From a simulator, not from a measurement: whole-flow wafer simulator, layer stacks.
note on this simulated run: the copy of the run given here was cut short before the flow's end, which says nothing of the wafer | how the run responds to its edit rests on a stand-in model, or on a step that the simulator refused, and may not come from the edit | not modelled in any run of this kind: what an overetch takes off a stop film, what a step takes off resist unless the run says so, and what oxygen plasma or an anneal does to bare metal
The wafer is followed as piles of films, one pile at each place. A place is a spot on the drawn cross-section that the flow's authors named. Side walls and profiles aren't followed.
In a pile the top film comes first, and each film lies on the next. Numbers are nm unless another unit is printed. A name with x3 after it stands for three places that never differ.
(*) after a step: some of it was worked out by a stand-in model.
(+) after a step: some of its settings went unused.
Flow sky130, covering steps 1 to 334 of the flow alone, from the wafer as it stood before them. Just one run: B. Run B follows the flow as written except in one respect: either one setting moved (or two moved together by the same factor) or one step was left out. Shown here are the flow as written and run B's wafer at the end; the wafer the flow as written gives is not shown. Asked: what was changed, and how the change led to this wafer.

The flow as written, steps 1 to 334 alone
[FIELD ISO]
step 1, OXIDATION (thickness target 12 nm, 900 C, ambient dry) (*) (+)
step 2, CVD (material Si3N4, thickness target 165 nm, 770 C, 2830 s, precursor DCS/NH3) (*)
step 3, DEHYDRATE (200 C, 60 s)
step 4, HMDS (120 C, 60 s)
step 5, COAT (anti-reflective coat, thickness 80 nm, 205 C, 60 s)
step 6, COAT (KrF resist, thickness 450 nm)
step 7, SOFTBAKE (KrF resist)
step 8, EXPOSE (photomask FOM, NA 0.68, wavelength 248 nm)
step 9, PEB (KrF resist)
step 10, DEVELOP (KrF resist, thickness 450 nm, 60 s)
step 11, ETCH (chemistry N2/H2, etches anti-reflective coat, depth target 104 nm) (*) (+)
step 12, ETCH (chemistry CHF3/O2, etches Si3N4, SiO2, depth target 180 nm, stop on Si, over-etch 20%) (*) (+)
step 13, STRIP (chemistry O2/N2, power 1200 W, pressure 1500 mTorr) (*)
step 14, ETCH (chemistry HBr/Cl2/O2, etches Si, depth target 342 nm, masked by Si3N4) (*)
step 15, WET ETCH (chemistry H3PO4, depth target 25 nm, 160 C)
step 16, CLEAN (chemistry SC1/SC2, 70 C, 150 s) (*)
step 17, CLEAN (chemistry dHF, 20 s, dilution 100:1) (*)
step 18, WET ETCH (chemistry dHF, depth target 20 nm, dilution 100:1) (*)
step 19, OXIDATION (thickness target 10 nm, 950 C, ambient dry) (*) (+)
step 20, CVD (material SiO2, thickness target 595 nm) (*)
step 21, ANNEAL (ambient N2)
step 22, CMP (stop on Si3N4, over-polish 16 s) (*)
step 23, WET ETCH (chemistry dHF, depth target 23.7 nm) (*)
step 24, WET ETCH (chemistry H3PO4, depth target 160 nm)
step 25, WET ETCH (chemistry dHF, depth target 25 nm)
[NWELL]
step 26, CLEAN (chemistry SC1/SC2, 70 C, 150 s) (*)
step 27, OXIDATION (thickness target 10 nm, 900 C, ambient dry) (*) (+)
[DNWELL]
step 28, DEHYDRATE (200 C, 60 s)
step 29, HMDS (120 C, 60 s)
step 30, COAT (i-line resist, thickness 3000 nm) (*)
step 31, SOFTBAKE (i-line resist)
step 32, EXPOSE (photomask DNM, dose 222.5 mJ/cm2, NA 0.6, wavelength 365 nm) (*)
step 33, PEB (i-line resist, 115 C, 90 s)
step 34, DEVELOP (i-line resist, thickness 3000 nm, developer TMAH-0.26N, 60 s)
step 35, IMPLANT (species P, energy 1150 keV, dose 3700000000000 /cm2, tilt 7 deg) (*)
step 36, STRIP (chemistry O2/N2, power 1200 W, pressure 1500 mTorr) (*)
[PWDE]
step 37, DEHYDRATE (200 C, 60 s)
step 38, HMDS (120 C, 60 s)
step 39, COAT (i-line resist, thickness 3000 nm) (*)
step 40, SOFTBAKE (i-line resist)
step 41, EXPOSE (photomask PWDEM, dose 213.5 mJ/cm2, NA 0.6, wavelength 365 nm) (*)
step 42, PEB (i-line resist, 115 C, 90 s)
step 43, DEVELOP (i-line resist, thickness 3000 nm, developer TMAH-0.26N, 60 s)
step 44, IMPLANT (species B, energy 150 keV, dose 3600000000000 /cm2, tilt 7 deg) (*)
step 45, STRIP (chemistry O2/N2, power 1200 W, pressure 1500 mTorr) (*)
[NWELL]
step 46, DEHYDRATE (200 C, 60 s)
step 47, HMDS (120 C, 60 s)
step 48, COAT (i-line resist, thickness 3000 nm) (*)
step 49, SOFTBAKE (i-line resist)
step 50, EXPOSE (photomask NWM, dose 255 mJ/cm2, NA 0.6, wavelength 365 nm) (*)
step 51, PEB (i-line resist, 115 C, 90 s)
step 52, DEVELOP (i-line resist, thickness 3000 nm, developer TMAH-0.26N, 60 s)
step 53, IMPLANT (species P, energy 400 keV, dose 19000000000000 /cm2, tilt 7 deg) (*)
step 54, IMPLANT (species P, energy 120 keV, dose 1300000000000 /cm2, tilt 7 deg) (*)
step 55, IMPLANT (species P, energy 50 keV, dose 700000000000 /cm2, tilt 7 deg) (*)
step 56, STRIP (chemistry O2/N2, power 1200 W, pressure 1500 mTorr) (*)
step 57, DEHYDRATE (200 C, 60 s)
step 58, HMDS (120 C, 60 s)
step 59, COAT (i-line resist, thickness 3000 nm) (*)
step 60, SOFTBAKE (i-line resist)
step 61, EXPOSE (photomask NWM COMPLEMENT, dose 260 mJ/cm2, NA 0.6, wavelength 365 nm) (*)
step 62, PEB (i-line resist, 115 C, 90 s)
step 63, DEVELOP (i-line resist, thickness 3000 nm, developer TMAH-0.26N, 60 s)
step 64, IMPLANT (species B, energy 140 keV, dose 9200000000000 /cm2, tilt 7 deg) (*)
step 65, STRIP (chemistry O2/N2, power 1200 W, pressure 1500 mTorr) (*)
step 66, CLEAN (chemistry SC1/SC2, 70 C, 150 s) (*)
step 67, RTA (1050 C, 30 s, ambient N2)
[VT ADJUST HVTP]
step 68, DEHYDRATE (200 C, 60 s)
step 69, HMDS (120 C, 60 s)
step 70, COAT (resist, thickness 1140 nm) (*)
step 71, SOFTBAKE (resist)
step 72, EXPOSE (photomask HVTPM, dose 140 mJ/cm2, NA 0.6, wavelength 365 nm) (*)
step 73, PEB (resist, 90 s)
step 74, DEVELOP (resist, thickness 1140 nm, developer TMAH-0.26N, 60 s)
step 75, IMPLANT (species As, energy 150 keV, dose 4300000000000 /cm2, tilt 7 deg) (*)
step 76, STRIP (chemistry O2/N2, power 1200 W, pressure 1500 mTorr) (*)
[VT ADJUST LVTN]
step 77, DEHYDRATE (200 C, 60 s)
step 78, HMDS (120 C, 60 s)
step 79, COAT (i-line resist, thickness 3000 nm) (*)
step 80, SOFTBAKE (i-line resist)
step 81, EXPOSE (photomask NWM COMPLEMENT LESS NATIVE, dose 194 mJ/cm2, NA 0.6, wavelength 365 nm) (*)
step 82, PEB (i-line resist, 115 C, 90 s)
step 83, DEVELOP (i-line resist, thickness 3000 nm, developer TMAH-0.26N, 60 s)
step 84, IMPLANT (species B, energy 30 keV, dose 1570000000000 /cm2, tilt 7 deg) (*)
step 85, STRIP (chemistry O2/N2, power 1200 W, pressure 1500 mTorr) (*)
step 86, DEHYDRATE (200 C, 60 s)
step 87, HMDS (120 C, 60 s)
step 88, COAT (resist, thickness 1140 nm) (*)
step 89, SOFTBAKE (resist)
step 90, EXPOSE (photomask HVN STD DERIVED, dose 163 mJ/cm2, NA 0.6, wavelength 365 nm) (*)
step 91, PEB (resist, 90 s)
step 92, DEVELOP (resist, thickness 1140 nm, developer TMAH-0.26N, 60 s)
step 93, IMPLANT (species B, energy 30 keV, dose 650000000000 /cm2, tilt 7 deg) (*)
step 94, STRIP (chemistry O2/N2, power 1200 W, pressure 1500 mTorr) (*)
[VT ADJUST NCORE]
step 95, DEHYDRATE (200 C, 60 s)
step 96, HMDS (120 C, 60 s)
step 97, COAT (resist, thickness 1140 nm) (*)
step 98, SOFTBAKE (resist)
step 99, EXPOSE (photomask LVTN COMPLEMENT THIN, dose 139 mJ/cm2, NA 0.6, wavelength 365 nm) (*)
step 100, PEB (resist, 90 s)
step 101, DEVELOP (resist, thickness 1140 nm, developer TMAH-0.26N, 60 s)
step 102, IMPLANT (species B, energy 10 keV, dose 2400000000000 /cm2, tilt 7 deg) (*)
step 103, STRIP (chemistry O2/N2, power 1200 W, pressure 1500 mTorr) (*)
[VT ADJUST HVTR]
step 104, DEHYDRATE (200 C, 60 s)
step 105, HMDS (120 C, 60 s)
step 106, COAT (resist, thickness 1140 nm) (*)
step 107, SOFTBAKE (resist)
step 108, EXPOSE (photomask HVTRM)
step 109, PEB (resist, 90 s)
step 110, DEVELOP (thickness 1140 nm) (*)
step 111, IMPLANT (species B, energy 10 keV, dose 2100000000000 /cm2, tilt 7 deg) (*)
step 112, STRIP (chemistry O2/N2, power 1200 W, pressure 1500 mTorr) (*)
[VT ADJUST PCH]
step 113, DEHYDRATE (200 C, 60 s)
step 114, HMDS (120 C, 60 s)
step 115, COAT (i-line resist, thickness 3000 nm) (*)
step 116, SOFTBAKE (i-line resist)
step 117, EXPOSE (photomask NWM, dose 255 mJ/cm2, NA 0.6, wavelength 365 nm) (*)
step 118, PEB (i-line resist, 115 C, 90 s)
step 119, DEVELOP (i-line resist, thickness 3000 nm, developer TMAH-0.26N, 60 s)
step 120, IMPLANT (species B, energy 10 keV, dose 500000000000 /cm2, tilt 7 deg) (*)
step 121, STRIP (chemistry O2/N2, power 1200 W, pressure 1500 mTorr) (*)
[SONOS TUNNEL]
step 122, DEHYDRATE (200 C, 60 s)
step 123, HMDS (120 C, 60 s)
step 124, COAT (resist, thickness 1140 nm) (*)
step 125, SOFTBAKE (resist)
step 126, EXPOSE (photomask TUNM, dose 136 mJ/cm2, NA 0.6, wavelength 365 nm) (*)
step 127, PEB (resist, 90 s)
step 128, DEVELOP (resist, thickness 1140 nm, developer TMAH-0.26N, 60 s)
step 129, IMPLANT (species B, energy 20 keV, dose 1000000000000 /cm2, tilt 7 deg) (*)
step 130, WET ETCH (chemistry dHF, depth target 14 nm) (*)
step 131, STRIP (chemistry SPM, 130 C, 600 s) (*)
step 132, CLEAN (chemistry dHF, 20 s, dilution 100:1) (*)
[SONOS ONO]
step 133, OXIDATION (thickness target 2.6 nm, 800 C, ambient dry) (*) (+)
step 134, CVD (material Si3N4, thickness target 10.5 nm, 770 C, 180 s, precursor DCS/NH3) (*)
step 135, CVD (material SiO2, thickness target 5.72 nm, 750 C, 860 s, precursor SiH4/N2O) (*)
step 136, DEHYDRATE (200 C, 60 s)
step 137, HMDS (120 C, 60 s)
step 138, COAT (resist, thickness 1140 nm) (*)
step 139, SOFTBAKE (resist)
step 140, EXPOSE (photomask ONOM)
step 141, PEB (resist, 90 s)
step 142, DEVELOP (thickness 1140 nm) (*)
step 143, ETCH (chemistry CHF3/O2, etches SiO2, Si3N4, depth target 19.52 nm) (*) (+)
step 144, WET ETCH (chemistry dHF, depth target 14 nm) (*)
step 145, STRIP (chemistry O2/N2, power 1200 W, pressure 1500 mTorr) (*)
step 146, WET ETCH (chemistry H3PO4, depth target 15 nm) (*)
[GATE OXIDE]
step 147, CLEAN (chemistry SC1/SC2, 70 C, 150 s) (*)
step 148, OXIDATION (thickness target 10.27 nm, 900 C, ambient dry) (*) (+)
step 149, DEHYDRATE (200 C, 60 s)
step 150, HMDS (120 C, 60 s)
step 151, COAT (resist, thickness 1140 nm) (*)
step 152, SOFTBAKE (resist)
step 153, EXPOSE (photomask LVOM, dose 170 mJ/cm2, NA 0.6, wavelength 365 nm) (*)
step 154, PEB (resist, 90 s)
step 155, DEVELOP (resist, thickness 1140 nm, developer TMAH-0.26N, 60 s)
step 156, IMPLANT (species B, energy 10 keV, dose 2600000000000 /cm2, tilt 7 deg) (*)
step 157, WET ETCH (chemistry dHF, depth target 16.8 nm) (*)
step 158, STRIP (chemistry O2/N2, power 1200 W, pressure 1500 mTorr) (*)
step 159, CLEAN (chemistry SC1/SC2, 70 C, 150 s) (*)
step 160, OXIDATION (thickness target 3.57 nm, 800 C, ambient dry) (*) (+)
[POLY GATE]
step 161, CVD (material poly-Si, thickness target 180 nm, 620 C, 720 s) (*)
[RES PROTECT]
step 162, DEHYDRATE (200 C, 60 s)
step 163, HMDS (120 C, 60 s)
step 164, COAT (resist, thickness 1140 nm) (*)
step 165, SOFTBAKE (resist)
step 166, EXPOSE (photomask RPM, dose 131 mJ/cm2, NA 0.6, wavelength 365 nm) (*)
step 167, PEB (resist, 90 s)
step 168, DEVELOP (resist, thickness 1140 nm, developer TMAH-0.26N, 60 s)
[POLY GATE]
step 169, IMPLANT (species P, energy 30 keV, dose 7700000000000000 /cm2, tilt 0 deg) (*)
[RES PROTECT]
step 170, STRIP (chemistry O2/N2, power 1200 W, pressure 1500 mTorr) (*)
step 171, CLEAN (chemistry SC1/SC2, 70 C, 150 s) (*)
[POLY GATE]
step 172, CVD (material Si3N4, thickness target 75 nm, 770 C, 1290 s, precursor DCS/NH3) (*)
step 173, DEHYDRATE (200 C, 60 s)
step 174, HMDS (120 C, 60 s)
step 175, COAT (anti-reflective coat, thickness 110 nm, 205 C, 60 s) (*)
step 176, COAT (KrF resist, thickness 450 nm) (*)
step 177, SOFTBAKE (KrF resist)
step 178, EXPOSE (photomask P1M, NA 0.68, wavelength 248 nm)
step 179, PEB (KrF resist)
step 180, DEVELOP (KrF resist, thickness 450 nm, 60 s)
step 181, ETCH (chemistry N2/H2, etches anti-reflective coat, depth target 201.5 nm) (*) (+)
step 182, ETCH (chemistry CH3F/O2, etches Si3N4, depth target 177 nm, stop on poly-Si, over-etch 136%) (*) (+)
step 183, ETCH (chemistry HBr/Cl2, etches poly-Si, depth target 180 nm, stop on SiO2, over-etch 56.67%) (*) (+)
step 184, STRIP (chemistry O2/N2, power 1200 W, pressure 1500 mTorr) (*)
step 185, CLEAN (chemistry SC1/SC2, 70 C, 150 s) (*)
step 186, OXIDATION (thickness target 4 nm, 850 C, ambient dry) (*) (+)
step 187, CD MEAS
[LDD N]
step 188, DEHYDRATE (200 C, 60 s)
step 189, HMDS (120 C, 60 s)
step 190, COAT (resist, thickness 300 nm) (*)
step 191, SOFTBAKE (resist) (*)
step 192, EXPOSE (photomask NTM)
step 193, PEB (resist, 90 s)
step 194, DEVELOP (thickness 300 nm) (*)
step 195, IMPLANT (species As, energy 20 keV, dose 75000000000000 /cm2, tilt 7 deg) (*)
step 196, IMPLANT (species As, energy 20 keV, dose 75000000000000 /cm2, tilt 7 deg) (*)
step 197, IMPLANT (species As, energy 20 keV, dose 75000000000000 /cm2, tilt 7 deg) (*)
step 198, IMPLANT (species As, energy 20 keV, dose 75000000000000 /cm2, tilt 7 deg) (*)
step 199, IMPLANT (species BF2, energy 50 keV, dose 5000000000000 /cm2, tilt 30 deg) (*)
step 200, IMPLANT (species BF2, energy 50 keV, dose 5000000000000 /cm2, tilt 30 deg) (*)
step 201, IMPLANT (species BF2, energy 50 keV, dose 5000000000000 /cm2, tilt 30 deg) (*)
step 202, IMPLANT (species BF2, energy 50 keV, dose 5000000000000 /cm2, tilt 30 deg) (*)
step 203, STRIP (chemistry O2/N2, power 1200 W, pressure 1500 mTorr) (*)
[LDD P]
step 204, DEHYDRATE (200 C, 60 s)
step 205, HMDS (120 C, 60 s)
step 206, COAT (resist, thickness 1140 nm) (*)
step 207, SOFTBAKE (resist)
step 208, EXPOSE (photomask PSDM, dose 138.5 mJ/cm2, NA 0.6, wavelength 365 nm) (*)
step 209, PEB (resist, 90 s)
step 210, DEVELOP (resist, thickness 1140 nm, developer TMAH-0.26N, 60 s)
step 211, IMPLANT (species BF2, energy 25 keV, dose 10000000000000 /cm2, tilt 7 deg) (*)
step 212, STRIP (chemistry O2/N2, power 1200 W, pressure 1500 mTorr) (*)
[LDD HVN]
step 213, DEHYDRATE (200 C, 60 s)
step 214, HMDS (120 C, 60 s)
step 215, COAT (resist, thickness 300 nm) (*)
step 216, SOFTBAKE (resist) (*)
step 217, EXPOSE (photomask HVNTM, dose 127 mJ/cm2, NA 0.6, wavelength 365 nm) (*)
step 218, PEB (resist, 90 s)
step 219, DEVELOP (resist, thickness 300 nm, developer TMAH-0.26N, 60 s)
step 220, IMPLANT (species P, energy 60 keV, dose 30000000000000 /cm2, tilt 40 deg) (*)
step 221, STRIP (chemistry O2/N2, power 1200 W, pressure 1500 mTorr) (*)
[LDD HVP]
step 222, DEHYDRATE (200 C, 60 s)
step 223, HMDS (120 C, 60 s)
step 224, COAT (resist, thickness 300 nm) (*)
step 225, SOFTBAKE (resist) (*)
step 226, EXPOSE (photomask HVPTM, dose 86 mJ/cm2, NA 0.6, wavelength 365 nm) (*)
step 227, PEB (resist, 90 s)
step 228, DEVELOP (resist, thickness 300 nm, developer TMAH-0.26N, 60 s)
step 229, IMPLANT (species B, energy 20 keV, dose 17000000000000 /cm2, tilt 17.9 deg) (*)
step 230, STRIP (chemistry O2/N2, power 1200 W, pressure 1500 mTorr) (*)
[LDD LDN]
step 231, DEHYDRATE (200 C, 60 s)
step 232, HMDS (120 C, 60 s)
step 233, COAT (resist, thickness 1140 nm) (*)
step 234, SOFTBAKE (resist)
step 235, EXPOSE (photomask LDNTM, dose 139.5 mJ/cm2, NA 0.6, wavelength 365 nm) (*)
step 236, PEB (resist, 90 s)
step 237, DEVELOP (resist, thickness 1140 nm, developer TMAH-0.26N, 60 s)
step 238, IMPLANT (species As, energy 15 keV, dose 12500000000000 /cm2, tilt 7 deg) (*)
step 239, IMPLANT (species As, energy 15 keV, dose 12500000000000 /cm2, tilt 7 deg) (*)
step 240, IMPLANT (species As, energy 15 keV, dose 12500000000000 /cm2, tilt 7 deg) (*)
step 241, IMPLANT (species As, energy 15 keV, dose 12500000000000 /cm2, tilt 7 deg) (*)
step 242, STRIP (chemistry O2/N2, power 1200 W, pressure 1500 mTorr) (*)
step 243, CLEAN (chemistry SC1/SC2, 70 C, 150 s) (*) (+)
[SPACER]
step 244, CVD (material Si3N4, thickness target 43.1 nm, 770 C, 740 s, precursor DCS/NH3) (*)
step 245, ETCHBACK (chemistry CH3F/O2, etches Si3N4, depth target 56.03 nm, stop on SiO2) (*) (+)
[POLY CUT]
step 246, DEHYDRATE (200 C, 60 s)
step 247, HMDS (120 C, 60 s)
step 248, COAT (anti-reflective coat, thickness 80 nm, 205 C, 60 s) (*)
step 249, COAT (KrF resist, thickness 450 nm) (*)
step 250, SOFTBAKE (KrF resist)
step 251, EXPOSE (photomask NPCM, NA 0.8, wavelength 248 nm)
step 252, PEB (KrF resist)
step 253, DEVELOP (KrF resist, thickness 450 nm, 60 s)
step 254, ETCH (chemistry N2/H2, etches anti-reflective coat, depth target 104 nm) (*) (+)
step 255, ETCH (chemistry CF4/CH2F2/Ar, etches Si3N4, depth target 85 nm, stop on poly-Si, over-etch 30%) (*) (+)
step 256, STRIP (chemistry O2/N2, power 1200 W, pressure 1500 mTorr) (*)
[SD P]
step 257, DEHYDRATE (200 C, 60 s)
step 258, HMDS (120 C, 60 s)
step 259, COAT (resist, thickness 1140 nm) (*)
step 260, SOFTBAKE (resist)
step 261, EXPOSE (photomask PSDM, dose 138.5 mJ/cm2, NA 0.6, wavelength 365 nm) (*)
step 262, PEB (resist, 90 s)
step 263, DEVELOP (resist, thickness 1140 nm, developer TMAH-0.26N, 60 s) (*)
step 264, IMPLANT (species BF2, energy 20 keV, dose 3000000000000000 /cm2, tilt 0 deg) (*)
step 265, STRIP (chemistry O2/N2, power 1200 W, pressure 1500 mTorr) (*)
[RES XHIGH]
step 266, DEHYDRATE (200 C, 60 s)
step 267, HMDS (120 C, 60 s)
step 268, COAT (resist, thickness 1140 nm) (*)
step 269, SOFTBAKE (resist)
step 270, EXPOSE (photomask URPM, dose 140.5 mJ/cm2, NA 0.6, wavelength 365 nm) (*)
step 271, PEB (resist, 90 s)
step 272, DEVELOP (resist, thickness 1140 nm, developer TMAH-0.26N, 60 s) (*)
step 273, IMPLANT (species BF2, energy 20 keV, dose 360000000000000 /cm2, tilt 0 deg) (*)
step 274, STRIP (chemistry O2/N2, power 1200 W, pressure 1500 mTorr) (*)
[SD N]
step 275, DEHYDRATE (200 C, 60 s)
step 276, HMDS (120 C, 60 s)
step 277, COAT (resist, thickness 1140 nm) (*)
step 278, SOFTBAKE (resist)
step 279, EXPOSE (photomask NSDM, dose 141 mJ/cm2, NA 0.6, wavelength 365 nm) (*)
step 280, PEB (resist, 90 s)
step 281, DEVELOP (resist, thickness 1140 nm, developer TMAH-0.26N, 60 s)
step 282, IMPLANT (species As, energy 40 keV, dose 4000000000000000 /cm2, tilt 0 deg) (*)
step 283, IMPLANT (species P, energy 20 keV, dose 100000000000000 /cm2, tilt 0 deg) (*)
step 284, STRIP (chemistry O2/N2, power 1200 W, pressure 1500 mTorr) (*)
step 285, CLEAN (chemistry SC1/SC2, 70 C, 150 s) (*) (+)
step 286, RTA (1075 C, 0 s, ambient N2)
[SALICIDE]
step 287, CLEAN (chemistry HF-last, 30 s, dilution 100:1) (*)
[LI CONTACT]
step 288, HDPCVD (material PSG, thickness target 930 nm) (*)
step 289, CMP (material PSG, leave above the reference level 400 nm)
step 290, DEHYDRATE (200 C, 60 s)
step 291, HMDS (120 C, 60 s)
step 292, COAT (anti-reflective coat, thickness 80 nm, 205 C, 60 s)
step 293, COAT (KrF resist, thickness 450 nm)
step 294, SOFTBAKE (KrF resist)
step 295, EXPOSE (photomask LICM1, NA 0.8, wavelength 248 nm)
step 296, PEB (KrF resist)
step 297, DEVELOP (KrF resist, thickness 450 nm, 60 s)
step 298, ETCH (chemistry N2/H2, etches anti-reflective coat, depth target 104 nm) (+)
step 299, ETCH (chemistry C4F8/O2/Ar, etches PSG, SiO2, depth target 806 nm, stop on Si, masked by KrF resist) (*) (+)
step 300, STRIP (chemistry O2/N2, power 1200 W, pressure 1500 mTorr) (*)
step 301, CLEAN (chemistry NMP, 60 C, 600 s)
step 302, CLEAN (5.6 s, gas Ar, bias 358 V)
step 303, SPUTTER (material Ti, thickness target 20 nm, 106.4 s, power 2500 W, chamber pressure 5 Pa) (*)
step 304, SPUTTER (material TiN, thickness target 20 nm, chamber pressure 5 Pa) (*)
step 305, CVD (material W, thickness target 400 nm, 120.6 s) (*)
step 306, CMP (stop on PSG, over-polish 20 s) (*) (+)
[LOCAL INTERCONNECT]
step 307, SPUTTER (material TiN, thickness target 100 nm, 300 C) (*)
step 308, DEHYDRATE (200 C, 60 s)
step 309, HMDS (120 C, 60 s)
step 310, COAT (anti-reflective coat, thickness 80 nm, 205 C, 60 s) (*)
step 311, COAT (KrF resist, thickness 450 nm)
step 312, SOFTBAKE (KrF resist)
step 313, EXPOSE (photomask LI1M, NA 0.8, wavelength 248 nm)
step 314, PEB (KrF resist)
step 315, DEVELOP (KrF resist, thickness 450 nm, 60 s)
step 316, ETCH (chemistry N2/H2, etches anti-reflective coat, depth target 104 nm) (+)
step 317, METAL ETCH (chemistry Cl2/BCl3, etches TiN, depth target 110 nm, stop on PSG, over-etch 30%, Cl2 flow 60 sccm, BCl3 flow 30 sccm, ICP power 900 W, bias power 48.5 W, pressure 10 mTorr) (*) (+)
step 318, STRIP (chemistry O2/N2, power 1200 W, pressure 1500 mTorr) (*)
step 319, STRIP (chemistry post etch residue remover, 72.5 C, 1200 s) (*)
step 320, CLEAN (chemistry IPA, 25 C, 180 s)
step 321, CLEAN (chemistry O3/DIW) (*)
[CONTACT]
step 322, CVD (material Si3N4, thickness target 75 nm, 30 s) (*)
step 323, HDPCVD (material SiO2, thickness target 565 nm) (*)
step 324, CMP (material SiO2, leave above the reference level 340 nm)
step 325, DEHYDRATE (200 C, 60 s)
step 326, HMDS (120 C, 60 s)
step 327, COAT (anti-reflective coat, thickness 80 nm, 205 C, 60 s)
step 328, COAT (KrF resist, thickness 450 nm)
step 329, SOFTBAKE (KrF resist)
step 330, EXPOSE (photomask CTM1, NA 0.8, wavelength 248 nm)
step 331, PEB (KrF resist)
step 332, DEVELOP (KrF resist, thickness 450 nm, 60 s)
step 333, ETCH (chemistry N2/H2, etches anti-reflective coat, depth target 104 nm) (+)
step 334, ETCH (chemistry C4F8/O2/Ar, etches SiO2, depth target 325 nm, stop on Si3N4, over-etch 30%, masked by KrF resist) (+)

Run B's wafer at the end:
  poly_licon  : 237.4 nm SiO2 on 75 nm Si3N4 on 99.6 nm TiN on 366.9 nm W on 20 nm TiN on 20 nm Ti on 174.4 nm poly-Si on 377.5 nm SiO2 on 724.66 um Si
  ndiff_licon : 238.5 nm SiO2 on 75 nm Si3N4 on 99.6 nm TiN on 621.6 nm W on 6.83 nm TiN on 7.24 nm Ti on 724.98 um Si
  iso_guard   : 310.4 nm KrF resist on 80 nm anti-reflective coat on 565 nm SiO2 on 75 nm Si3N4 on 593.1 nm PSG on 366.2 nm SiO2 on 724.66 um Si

What caused this: step 324, CMP: material SiO2, leave above the reference level 340 nm, was omitted.

The path from the change to this, step by step:
  step 327, COAT (anti-reflective coat, thickness 80 nm, 205 C, 60 s)
      n_well, p_well, sd_n, sd_p, pad: +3 anti-reflective coat (new film) (in the flow as written it would be: +80 anti-reflective coat (new film))
      gate_hv_nvt, nw_fld_psd: +43.8 anti-reflective coat (new film) (in the flow as written it would be: +80 anti-reflective coat (new film))
      (as well as at 107 more places)
  step 328, COAT (KrF resist, thickness 450 nm)
      n_well, p_well, sd_n, sd_p, pad: +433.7 KrF resist (new film) (in the flow as written it would be: +450 KrF resist (new film))
      pplus_nw, active_hv5: +426.6 KrF resist (new film) (in the flow as written it would be: +450 KrF resist (new film))
      (as well as at 73 more places)
  step 332, DEVELOP (KrF resist, thickness 450 nm, 60 s)
      poly_licon, rpo_hd_licon: -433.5 KrF resist (all of it) (in the flow as written it would be: -446.9 KrF resist (all of it))
      ndiff_licon_cpp: -433.9 KrF resist (all of it) (in the flow as written it would be: -446.9 KrF resist (all of it))
  step 333, ETCH (chemistry N2/H2, etches anti-reflective coat, depth target 104 nm) (+)
      poly_licon, rpo_hd_licon: -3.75 anti-reflective coat (all of it), -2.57 SiO2 (in the flow as written it would be: -80 anti-reflective coat (all of it), -0.62 SiO2)
      ndiff_licon: -47.2 anti-reflective coat (all of it), -1.46 SiO2 (in the flow as written it would be: -80 anti-reflective coat (all of it), -0.62 SiO2)
      (as well as at 1 more place)
  step 334, ETCH (chemistry C4F8/O2/Ar, etches SiO2, depth target 325 nm, stop on Si3N4, over-etch 30%, masked by KrF resist) (+)
      poly_licon, ndiff_licon, ndiff_licon_cpp, rpo_hd_licon: -325 SiO2 (in the flow as written it would be: -264.9 SiO2 (all of it))
